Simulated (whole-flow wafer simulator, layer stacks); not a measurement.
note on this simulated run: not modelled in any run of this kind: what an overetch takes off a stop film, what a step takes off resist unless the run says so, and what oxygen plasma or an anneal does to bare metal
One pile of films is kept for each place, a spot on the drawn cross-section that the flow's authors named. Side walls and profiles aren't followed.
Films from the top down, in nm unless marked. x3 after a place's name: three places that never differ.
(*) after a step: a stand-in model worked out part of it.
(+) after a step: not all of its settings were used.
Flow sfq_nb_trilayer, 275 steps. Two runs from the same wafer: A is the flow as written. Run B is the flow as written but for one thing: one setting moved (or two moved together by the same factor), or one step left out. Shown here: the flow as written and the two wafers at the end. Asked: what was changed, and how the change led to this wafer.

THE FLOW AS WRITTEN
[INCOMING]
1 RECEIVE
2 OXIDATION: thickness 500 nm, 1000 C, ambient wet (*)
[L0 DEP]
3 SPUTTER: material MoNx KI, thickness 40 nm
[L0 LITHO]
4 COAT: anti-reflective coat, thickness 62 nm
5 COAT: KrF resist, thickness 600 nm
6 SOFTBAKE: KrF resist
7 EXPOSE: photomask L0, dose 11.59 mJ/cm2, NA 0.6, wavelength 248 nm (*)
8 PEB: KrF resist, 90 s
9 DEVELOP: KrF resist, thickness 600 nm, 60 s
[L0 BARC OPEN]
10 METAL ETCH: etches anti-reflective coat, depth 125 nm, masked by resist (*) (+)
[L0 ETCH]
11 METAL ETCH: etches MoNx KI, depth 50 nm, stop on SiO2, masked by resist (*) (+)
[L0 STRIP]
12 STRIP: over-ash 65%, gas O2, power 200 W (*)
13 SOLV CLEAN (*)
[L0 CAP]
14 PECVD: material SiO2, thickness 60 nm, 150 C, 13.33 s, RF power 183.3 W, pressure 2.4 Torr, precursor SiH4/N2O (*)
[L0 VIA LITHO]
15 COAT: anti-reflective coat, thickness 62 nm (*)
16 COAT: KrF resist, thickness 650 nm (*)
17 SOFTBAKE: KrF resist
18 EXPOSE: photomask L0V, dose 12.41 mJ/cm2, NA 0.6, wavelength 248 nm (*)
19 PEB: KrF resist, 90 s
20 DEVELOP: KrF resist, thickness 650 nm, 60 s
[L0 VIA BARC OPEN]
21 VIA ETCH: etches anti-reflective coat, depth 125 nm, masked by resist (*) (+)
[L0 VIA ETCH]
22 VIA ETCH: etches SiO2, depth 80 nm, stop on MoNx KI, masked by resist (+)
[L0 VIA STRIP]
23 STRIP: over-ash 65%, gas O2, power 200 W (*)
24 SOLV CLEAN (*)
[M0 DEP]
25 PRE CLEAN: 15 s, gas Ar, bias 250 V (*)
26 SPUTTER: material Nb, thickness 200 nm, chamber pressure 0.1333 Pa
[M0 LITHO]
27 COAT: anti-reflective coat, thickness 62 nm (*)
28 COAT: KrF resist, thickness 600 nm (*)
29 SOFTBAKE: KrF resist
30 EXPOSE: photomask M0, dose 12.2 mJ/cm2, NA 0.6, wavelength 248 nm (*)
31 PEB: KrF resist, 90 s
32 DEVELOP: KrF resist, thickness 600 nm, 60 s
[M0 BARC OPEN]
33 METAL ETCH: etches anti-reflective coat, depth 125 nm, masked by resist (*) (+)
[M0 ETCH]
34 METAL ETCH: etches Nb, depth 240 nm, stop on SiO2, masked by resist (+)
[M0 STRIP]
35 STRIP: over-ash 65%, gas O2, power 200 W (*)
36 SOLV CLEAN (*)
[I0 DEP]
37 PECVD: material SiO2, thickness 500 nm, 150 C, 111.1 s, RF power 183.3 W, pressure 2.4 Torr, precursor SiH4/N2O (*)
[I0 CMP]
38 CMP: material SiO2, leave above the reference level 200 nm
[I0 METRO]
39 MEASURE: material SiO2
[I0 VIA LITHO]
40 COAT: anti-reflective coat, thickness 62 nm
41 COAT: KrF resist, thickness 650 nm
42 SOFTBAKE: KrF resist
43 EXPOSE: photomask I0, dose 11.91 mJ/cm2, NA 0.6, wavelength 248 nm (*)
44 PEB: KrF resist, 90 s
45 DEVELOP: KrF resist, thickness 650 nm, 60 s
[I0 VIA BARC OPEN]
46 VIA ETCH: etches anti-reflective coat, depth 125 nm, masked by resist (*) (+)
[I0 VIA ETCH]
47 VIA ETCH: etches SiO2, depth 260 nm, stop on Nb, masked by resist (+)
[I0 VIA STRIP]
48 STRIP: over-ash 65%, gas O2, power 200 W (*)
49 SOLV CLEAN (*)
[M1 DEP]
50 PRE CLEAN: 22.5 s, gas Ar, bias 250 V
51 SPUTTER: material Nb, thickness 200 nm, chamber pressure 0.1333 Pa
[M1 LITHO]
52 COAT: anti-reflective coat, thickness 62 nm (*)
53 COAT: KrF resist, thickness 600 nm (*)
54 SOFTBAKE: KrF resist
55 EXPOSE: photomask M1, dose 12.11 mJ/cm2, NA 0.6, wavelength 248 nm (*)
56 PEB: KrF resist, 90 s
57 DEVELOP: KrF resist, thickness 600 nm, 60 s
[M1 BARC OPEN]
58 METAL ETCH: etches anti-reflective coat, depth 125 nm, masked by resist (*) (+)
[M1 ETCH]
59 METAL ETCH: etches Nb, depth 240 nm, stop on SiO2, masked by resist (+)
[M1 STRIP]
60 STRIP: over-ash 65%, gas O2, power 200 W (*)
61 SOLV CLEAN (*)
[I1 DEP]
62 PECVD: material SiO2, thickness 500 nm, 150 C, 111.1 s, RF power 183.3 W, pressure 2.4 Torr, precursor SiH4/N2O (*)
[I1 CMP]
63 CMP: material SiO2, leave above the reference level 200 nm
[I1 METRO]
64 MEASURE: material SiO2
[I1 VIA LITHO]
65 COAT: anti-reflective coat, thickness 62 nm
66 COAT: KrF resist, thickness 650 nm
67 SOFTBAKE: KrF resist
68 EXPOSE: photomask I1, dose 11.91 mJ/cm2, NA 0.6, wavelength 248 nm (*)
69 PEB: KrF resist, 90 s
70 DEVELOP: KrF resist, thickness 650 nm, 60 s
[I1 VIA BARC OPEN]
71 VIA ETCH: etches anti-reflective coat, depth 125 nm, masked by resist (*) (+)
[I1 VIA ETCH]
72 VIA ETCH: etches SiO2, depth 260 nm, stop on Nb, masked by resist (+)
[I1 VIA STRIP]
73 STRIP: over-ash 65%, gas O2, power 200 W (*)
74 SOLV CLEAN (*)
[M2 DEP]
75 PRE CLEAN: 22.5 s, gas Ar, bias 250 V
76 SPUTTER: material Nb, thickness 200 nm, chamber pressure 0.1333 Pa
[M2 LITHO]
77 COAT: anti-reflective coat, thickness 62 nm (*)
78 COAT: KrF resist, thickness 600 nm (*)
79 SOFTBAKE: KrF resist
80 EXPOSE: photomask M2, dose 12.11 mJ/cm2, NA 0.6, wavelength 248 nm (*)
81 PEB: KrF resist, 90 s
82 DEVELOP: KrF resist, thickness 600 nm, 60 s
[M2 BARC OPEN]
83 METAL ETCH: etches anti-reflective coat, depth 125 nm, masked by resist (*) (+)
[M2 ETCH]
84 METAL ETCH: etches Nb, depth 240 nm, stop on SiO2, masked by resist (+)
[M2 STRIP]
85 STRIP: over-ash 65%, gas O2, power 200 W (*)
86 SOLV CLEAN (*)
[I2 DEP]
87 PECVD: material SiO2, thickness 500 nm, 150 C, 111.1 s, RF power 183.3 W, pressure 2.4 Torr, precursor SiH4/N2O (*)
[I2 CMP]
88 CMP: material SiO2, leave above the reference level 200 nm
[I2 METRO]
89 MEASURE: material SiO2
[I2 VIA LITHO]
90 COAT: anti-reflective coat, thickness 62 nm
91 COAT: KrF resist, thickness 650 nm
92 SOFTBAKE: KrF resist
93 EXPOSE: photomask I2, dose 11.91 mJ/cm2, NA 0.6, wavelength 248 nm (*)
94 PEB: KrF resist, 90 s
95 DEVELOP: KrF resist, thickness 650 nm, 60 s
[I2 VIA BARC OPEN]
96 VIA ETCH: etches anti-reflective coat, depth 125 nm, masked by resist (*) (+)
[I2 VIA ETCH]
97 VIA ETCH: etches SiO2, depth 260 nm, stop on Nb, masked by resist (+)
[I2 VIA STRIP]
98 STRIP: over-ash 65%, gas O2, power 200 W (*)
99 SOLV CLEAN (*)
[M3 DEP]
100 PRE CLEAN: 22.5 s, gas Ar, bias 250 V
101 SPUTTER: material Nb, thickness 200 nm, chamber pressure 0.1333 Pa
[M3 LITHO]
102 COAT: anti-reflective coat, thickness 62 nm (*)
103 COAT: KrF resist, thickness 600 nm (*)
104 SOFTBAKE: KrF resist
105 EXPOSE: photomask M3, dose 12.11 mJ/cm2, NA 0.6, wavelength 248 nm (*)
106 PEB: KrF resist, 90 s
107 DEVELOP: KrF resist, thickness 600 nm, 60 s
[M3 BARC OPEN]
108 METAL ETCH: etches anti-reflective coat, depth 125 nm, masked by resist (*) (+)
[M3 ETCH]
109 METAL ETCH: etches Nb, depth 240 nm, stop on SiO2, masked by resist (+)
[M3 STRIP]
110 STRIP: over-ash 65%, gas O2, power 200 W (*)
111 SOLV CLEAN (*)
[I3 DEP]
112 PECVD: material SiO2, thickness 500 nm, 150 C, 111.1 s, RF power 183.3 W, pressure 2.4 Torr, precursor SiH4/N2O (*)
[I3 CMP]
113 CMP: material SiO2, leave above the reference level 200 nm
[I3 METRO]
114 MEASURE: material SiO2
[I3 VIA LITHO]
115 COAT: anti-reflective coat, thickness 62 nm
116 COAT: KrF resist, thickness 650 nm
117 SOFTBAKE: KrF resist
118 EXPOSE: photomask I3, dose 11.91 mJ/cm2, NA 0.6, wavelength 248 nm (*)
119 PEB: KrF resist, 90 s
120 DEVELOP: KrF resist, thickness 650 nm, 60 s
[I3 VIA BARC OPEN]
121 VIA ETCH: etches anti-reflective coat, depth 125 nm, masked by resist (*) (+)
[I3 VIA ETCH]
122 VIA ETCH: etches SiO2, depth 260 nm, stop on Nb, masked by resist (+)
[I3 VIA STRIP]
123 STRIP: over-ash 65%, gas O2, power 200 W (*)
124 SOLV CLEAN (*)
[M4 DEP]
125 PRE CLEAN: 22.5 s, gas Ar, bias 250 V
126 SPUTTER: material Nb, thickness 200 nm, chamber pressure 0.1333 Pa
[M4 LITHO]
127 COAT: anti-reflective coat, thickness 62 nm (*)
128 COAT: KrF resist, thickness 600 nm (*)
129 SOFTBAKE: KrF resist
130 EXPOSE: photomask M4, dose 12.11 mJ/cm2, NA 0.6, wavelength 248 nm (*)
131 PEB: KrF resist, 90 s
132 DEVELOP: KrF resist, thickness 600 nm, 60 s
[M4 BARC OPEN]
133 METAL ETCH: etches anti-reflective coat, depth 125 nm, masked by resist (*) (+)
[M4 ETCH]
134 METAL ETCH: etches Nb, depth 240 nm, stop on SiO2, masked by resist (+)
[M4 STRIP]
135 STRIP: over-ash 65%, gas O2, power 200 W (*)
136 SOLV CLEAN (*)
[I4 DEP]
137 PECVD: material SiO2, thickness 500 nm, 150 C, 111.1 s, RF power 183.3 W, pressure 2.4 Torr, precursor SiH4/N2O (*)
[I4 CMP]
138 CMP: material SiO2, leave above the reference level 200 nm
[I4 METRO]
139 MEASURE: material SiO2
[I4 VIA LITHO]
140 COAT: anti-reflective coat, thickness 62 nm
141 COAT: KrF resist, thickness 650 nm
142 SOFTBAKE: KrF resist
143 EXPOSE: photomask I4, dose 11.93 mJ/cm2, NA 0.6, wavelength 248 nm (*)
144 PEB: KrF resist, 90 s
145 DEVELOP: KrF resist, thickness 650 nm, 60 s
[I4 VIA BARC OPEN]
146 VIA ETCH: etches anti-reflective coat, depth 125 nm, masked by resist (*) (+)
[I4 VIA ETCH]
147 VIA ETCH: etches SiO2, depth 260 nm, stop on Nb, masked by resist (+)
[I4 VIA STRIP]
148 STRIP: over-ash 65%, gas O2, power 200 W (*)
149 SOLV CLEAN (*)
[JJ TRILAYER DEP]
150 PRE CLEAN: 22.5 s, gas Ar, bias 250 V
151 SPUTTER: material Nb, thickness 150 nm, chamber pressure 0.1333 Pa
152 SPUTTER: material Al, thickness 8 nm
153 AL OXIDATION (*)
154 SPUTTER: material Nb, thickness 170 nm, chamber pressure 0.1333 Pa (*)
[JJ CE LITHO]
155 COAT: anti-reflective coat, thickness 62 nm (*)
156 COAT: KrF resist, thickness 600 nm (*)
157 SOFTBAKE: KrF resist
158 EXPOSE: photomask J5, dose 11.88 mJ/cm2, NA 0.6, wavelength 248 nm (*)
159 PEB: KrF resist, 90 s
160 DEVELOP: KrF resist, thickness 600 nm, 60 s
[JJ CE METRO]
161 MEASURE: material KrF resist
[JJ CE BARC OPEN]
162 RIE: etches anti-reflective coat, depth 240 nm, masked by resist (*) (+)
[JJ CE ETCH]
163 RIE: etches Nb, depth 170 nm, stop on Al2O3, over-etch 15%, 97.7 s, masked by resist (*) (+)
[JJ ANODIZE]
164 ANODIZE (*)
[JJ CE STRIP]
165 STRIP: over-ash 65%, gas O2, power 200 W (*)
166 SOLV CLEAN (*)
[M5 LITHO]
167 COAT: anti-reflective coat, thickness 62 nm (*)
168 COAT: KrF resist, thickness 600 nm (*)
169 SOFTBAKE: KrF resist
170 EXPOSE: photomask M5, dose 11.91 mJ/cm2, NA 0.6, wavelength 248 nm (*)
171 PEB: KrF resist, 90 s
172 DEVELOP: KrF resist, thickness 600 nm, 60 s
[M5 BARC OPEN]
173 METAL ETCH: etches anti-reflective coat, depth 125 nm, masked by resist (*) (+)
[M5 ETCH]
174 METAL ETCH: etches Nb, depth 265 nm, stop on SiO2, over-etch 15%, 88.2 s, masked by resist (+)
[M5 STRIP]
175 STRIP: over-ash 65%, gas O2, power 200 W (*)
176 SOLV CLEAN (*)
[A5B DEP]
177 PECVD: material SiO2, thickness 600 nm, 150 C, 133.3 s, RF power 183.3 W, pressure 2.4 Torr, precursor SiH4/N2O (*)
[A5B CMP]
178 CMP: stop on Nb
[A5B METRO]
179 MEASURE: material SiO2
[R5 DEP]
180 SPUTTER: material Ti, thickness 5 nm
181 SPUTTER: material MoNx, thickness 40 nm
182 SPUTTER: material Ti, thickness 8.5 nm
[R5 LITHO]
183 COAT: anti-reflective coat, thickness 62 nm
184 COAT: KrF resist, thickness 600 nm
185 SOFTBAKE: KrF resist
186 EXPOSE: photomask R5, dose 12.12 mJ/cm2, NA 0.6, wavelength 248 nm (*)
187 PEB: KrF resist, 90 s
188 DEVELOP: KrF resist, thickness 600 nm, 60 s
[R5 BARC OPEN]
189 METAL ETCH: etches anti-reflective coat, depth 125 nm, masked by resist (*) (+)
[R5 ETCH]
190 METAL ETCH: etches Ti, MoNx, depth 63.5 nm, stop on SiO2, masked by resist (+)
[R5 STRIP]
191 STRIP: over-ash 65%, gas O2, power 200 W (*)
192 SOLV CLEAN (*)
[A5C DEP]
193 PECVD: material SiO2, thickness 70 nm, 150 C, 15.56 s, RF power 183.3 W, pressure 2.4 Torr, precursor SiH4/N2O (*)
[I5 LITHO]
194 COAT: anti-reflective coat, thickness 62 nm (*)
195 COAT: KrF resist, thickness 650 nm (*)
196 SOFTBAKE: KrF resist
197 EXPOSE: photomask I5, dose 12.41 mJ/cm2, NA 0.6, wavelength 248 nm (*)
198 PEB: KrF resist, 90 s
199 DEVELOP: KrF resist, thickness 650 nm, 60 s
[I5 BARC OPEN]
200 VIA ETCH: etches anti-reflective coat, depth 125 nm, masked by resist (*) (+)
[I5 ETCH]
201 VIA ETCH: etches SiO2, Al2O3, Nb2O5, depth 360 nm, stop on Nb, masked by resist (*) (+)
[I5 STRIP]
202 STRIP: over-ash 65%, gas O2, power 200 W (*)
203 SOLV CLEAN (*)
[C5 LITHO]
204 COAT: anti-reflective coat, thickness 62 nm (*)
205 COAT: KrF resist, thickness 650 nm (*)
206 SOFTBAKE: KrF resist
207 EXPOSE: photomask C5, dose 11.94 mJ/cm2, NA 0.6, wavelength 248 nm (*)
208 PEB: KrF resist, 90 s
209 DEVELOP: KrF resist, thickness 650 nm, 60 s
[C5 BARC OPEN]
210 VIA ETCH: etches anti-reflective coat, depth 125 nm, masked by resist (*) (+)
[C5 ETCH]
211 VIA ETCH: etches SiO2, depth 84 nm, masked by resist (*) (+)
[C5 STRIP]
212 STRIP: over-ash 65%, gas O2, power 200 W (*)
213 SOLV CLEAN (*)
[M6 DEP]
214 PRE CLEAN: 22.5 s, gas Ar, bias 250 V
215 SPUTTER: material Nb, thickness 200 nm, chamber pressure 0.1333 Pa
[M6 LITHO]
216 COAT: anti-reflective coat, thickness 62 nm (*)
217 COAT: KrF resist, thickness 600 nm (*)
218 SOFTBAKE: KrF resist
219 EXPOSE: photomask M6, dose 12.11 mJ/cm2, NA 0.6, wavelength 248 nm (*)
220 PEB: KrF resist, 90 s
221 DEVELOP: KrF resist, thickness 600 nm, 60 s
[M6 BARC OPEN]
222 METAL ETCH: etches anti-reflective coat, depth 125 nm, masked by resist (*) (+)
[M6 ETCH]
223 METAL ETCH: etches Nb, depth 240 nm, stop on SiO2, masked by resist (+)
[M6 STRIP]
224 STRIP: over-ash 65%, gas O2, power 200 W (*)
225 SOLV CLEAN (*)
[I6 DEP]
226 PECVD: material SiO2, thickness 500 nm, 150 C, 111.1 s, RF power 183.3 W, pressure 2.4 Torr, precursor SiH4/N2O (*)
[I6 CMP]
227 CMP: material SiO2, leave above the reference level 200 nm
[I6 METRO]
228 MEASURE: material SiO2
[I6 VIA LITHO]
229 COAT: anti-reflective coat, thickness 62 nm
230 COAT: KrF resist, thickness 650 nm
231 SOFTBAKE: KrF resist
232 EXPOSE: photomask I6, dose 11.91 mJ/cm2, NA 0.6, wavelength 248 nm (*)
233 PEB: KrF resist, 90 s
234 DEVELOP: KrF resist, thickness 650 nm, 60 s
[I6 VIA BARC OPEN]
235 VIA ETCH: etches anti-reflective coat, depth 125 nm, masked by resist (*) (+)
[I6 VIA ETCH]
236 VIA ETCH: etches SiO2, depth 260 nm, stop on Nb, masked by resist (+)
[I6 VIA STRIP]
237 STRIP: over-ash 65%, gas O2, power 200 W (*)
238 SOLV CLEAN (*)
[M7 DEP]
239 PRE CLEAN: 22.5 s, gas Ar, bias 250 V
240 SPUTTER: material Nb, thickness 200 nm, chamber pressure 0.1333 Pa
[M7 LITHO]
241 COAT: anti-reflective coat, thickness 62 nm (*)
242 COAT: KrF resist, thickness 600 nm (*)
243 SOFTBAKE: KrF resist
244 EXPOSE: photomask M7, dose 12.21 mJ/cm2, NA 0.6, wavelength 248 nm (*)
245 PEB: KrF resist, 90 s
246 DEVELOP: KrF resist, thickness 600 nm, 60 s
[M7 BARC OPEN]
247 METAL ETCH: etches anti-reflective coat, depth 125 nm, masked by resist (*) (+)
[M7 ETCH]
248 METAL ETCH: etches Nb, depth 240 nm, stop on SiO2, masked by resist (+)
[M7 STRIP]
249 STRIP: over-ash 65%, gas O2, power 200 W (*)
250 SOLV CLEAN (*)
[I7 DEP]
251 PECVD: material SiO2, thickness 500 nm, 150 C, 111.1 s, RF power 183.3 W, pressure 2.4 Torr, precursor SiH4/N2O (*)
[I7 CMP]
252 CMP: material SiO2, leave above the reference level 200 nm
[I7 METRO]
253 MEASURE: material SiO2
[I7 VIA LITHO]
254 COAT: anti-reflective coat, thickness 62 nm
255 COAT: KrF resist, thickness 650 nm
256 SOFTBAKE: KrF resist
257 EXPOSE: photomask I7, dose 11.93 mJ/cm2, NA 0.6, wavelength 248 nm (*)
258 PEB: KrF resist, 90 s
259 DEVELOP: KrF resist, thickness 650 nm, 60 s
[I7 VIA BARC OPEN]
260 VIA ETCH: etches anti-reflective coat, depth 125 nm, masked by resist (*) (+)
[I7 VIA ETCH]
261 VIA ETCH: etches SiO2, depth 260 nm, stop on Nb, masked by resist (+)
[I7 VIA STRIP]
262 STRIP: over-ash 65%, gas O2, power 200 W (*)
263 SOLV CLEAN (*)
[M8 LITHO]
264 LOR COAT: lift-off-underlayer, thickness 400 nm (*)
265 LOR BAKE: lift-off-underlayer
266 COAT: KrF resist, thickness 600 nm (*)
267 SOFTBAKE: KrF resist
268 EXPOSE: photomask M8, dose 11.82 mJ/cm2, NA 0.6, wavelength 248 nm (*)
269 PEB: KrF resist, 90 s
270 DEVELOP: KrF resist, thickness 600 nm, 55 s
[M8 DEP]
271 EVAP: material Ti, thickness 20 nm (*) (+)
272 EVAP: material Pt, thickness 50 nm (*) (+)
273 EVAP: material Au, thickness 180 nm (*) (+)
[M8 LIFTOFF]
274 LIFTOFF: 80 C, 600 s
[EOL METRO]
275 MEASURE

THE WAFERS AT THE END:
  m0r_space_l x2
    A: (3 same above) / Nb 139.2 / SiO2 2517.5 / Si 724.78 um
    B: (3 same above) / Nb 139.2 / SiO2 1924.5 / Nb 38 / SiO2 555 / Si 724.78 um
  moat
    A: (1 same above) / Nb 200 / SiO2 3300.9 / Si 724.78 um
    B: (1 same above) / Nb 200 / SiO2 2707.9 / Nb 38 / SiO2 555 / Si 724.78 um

The cause: step 34, METAL ETCH: depth 162 nm was run, where the flow has depth 240 nm.

How the change led to this, step by step:
  34 METAL ETCH: etches Nb, depth 240 nm, stop on SiO2, masked by resist (+)
      moat, m0r_space_l x2: A Nb -200 (all of it) | B Nb -162
      field_l, v_sur, via_wl and 100 more: A KrF resist -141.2 | B KrF resist -95.3
  35 STRIP: over-ash 65%, gas O2, power 200 W (*)
      p4_fl, p4_fm, p4_w1 and 68 more: A KrF resist -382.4 (all of it), anti-reflective coat -62 (all of it) | B KrF resist -428.3 (all of it), anti-reflective coat -62 (all of it)
      c5j, ce_r, sp_r, be_r, r_sur, res: A KrF resist -389 (all of it), anti-reflective coat -63.6 (all of it) | B KrF resist -434.9 (all of it), anti-reflective coat -63.6 (all of it)
      (and at 26 more places)
  37 PECVD: material SiO2, thickness 500 nm, 150 C, 111.1 s, RF power 183.3 W, pressure 2.4 Torr, precursor SiH4/N2O (*)
      moat, m0r_space_l x2: A SiO2 +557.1 | B SiO2 +519.1 (new film)
Counting metal films that touch as one body, m0r_space_l x2 has 2 bodies (between them, from the top down: SiO2 1924.5); the flow as written gives 1 body.
Counting metal films that touch as one body, moat has 2 bodies (between them, from the top down: SiO2 2707.9); the flow as written gives 1 body.
